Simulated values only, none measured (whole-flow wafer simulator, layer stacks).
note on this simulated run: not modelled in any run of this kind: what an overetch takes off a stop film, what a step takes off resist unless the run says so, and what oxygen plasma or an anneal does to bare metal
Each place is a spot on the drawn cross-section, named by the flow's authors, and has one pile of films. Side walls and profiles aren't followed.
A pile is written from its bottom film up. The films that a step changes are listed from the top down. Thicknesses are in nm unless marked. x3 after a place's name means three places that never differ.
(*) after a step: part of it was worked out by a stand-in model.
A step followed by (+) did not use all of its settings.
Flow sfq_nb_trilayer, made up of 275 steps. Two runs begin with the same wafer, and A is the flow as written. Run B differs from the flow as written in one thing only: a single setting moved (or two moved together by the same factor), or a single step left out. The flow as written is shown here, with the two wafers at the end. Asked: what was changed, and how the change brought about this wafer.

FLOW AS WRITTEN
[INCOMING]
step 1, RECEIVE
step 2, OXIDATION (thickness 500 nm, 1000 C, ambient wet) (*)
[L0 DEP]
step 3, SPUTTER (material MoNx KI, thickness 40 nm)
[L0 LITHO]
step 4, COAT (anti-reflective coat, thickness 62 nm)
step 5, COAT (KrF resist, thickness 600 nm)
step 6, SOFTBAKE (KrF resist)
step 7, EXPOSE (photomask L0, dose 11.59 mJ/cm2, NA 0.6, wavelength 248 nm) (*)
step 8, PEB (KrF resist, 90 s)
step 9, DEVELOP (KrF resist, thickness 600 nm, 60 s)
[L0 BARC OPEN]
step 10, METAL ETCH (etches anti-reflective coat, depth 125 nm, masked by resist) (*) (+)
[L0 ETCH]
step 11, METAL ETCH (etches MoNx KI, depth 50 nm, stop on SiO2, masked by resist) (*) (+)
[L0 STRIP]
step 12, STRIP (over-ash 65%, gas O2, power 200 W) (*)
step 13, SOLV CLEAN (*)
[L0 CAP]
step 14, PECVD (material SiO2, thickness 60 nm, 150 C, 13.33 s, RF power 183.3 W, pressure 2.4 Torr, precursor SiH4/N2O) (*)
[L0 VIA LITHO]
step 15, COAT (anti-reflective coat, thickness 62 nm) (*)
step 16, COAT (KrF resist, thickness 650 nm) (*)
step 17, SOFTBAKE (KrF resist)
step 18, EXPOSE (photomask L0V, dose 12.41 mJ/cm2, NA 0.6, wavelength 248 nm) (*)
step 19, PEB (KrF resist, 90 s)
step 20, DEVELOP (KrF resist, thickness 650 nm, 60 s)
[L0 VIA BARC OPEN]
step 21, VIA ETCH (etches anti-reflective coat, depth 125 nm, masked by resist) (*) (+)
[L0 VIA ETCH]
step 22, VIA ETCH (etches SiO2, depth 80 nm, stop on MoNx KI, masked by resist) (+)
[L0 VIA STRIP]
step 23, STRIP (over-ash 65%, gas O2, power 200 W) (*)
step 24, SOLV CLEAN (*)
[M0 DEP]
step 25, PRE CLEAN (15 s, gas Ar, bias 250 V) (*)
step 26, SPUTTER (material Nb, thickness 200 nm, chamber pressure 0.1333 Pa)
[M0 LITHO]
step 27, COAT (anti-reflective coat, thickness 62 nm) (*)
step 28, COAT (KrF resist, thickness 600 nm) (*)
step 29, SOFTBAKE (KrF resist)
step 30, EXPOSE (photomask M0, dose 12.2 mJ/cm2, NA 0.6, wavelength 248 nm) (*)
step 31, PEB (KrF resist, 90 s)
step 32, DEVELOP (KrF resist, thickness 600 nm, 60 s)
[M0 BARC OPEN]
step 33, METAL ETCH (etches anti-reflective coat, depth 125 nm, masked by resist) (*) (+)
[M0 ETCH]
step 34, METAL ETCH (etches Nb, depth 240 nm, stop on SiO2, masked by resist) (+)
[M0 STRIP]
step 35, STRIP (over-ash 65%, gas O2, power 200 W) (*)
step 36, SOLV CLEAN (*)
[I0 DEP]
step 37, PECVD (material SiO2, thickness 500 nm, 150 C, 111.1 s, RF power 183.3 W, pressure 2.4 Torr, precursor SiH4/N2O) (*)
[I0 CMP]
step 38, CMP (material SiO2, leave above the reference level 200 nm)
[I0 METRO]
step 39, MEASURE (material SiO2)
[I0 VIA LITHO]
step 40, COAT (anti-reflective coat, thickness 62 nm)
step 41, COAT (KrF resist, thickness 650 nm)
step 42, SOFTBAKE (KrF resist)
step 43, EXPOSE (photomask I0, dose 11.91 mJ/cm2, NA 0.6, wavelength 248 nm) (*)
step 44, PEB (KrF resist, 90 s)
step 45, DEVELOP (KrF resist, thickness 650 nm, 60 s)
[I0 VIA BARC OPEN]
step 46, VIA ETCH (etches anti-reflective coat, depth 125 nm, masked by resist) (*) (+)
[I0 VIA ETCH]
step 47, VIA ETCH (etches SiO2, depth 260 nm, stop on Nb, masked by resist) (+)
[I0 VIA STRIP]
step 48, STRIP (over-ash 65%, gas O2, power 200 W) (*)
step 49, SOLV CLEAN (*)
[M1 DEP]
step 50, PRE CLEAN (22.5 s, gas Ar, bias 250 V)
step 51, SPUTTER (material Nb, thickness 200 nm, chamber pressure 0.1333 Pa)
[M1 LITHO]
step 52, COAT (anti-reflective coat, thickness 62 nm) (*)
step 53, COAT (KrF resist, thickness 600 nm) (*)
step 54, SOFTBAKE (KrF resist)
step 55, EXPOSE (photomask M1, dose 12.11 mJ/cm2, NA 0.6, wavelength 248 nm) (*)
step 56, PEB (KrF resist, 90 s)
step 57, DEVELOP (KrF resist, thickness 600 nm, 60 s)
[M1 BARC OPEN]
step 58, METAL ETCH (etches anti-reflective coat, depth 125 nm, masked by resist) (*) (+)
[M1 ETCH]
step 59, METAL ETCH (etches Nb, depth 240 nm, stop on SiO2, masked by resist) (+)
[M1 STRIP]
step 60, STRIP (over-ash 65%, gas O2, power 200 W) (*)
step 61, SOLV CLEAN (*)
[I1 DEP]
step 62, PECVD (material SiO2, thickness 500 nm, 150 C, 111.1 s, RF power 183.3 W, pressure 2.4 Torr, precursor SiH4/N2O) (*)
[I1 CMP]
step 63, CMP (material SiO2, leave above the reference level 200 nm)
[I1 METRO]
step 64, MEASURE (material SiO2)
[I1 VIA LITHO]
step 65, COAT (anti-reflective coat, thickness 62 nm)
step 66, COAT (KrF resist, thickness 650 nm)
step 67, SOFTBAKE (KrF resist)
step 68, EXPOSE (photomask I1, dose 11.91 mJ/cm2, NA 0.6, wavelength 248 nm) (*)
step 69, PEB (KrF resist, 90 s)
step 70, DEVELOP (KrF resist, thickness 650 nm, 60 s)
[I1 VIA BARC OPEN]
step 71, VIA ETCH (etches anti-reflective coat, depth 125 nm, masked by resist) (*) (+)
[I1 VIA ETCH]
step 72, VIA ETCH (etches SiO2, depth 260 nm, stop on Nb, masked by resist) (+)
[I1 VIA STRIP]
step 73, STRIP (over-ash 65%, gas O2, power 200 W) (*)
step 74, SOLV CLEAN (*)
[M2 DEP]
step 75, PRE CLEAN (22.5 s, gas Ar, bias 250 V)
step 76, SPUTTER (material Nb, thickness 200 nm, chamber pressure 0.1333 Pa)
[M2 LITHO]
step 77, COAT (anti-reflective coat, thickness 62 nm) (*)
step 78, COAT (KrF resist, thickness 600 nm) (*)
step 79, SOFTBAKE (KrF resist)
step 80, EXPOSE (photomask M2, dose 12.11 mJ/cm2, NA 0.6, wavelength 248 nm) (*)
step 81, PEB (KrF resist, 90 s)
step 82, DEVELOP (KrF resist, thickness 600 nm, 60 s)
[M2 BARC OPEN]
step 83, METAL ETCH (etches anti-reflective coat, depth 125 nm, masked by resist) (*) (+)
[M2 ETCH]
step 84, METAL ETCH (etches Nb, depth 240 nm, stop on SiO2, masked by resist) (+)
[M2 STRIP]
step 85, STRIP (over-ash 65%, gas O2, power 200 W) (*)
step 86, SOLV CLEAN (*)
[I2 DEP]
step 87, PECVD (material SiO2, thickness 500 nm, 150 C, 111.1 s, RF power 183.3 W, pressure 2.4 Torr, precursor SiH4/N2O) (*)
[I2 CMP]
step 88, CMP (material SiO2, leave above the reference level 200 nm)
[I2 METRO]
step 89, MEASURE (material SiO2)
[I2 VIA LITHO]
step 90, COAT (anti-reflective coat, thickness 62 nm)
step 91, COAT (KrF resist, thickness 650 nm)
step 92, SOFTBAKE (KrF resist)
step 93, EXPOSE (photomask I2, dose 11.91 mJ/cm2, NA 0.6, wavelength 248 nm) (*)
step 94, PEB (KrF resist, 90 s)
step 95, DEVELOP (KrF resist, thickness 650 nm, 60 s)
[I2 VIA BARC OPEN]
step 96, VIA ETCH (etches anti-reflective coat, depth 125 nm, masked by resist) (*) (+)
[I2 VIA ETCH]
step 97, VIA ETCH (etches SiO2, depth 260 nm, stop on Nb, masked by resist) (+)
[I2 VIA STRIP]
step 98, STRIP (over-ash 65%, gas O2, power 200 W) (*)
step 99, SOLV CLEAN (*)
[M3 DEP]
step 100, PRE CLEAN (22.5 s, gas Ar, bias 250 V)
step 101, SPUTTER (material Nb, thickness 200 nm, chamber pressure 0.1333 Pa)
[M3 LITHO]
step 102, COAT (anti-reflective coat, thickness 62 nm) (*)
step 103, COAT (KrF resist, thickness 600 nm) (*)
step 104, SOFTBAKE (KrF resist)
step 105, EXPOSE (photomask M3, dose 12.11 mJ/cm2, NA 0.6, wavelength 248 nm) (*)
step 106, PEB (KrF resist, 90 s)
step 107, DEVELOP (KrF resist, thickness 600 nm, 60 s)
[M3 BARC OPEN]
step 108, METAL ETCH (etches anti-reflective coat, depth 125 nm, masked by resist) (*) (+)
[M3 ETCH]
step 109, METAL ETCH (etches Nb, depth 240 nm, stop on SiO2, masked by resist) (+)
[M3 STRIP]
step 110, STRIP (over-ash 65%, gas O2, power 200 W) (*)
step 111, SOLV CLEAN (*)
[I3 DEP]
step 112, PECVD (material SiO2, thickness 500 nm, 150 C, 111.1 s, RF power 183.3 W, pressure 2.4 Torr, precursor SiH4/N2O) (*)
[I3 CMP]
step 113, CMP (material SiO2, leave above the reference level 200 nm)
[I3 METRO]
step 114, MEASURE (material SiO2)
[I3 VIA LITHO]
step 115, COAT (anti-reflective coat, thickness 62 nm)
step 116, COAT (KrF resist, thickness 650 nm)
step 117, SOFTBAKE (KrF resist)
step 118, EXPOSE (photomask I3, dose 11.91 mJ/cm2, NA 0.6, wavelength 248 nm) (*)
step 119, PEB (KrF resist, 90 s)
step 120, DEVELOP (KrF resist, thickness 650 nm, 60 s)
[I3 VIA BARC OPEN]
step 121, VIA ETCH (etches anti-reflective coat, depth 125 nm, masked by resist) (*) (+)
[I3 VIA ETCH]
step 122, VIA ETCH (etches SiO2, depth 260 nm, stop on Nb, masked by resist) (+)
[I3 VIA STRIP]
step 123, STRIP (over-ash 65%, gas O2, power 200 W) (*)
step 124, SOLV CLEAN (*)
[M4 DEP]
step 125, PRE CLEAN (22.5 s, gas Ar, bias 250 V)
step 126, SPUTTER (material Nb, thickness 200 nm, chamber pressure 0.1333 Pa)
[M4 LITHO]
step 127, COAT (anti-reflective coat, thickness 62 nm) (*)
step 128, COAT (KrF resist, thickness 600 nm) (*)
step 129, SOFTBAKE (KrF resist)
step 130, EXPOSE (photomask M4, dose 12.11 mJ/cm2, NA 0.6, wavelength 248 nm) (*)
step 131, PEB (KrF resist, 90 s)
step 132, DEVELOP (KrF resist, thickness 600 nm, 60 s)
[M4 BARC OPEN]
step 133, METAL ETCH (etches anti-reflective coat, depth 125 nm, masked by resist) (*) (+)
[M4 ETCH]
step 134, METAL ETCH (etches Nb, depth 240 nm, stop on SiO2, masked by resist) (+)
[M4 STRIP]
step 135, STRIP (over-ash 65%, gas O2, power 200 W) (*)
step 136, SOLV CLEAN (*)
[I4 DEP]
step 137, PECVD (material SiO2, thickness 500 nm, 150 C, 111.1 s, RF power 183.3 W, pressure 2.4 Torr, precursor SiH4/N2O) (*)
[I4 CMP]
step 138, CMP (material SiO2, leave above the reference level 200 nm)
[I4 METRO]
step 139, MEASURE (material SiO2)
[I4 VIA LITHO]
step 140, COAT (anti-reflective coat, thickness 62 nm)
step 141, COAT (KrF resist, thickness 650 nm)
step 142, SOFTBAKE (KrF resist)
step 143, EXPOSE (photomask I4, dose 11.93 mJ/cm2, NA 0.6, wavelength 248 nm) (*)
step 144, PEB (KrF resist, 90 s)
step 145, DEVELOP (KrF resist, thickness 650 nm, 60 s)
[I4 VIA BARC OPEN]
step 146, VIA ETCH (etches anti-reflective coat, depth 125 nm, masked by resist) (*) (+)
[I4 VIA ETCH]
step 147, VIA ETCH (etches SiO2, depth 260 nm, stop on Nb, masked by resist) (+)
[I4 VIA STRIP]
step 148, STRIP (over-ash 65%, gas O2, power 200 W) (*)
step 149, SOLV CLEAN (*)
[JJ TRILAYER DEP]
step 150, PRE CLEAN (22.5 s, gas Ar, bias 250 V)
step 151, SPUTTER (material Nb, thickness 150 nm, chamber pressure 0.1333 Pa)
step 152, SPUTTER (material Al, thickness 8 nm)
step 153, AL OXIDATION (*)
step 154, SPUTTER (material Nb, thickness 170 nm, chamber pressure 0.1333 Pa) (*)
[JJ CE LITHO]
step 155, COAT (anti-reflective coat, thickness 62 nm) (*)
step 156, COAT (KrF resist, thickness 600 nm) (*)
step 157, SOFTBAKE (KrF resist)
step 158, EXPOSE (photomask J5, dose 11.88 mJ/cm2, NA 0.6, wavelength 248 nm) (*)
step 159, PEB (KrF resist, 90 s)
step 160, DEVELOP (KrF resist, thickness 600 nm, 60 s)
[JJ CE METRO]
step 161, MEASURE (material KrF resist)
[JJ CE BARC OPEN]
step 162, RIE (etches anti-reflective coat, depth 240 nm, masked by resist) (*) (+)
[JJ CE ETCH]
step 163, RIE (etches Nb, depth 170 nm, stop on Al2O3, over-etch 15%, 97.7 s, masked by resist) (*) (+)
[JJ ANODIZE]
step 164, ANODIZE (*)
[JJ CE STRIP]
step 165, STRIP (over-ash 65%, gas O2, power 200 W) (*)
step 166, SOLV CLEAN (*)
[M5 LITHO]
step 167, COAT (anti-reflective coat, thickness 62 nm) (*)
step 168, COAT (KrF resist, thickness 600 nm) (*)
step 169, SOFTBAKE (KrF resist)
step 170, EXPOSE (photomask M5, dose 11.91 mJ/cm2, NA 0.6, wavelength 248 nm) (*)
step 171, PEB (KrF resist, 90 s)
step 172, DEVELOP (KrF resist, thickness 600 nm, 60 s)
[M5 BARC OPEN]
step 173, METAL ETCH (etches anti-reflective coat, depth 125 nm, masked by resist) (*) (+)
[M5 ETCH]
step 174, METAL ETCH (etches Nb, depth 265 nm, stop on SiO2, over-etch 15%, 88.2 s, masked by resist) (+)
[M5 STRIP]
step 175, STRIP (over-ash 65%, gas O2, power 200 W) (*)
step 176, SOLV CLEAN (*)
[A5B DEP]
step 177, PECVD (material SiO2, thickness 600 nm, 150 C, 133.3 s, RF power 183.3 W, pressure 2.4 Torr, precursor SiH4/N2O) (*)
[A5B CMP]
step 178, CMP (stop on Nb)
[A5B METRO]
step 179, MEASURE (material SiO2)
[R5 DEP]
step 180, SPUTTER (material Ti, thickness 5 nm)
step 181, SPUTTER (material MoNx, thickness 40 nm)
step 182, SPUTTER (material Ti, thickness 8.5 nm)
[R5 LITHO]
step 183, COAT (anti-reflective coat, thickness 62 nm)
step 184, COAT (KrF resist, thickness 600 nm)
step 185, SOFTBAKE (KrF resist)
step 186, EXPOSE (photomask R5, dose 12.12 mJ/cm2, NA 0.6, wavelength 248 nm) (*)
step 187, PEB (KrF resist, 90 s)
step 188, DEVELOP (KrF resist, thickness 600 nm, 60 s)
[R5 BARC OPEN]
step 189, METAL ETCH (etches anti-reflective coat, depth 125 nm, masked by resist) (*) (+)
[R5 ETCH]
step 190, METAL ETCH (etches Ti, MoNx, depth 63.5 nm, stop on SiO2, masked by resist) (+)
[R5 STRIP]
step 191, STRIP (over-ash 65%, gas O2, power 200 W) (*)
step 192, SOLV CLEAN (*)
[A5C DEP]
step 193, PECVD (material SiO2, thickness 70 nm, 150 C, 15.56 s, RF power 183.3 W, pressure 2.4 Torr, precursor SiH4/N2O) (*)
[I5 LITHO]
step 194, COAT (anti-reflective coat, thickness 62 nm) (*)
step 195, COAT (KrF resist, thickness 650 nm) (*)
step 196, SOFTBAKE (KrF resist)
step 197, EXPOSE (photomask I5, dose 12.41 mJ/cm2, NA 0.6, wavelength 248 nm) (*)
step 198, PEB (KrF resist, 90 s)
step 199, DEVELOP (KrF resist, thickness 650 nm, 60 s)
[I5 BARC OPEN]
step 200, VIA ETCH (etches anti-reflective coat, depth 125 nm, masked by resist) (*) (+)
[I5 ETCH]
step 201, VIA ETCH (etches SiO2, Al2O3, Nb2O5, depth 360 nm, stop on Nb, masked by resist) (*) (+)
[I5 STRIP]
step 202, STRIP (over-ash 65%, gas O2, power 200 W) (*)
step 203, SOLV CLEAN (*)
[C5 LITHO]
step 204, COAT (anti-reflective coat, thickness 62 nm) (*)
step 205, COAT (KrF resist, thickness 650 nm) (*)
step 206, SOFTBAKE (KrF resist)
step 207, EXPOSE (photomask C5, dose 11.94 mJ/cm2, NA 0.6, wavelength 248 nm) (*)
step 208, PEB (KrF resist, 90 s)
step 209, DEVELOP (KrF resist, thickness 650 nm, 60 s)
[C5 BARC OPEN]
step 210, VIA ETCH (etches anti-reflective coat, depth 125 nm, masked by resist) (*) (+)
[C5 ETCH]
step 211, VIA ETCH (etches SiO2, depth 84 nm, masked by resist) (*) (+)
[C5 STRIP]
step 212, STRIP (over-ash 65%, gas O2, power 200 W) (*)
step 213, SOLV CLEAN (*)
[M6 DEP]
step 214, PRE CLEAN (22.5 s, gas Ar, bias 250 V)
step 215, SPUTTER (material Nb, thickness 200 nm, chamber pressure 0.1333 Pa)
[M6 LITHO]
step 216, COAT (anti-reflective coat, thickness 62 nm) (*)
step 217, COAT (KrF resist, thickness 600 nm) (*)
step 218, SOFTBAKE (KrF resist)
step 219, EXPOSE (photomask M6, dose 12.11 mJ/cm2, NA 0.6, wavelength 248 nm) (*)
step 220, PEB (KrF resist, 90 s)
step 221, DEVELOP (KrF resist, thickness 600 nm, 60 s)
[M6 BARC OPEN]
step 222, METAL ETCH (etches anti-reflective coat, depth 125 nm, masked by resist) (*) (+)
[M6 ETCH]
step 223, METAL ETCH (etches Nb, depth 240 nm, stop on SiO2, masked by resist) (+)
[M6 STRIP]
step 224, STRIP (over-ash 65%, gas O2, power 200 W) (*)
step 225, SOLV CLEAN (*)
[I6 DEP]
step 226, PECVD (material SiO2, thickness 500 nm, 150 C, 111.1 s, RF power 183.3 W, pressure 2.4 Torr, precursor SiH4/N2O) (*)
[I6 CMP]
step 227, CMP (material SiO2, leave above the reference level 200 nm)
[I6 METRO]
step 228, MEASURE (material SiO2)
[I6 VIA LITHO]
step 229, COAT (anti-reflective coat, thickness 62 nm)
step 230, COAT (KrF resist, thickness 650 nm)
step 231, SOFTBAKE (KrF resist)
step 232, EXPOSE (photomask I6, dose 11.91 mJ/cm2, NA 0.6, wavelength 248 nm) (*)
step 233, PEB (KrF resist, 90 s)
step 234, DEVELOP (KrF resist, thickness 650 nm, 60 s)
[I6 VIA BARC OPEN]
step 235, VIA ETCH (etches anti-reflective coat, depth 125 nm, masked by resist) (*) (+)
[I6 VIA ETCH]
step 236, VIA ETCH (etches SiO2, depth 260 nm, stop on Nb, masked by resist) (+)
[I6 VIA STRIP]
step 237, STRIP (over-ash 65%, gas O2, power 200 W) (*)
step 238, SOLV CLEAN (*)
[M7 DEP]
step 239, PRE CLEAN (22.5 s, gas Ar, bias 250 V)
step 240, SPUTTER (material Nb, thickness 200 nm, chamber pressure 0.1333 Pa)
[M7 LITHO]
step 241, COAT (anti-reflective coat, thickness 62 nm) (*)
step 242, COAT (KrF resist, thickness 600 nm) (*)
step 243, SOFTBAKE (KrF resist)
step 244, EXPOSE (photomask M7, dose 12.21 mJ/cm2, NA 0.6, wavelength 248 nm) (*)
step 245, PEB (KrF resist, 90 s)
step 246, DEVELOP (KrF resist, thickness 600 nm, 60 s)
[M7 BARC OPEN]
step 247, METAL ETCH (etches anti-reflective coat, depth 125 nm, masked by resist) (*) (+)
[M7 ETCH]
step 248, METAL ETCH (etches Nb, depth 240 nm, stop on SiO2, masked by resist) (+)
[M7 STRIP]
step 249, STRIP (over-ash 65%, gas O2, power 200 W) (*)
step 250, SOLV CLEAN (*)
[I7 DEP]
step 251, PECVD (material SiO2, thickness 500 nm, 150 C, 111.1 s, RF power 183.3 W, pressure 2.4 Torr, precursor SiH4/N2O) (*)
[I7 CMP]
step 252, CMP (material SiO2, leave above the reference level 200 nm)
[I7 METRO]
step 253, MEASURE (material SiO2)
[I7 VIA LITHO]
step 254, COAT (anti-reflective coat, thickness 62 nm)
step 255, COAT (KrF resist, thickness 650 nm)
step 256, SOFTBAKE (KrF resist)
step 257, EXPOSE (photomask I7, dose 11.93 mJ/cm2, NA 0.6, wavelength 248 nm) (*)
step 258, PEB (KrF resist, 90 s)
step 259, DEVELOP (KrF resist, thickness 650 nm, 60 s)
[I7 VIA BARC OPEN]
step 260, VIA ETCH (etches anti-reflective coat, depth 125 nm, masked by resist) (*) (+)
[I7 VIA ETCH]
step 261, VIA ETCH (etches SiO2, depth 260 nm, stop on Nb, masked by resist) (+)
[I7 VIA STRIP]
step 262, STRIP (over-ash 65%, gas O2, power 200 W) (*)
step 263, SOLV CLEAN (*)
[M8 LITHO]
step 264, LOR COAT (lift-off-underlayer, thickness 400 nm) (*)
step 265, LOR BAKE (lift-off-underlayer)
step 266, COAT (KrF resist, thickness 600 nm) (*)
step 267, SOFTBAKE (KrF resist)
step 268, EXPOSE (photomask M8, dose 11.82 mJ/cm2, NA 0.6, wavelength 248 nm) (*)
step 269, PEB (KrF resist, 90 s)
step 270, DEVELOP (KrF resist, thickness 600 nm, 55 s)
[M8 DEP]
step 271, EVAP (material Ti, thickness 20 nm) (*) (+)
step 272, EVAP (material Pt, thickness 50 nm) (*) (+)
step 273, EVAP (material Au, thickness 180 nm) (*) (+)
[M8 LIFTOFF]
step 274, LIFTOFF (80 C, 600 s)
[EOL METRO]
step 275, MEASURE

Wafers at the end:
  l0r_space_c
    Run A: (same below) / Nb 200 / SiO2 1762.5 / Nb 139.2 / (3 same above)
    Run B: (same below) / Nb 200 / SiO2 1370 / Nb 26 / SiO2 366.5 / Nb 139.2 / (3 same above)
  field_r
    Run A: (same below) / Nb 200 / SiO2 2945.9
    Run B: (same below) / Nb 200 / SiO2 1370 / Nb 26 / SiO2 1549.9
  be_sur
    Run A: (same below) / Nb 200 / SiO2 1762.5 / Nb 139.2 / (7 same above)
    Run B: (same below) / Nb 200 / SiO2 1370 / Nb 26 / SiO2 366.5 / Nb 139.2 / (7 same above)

What caused this: step 134, METAL ETCH: depth 174 nm was run, whereas the flow has depth 240 nm.

The path from the change to this, step by step:
  step 134, METAL ETCH (etches Nb, depth 240 nm, stop on SiO2, masked by resist) (+)
      field_l, be, be_sur and 64 more: A Nb loses 200 (all of it) | B Nb loses 174
      v_sur, via_wl, via_w and 36 more: A KrF resist loses 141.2 | B KrF resist loses 102.4
  step 135, STRIP (over-ash 65%, gas O2, power 200 W) (*)
      p4_fl, p4_fm, p4_w1 and 26 more: A KrF resist loses 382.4 (all of it), anti-reflective coat loses 62 (all of it) | B KrF resist loses 421.2 (all of it), anti-reflective coat loses 62 (all of it)
      lsp_m, ln_m6: A KrF resist loses 381.9 (all of it), anti-reflective coat loses 61.8 (all of it) | B KrF resist loses 420.8 (all of it), anti-reflective coat loses 61.8 (all of it)
      (as well as at 8 more places)
  step 137, PECVD (material SiO2, thickness 500 nm, 150 C, 111.1 s, RF power 183.3 W, pressure 2.4 Torr, precursor SiH4/N2O) (*)
      field_l, be, be_sur and 55 more: A SiO2 gains 500 | B SiO2 gains 500 (new film)
      p3_s0, p3_s1, p3_s2, p3_s3, p3_s4, p3_s5: A SiO2 gains 557.1 | B SiO2 gains 531.1 (new film)
      (as well as at 3 more places)
  step 138, CMP (material SiO2, leave above the reference level 200 nm)
      field_l, be, be_sur and 55 more: A SiO2 loses 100 | B SiO2 loses 126
      lsp_r, l0_sur, l0v: A SiO2 loses 91.9 | B SiO2 loses 119
With metal films that touch counted as one body, l0r_space_c has 3 bodies (between them, from the top down: SiO2 366.5; SiO2 1370); the flow as written gives 2 bodies (between them, from the top down: SiO2 1762.5).
With metal films that touch counted as one body, field_r has 2 bodies (between them, from the top down: SiO2 1370); the flow as written gives 1 body.
With metal films that touch counted as one body, be_sur has 5 bodies (between them, from the top down: SiO2 192.5; SiO2 209 / Al2O3 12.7 / Nb2O5 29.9; SiO2 366.5; SiO2 1370); the flow as written gives 4 bodies (between them, from the top down: SiO2 192.5; SiO2 209 / Al2O3 12.7 / Nb2O5 29.9; SiO2 1762.5).
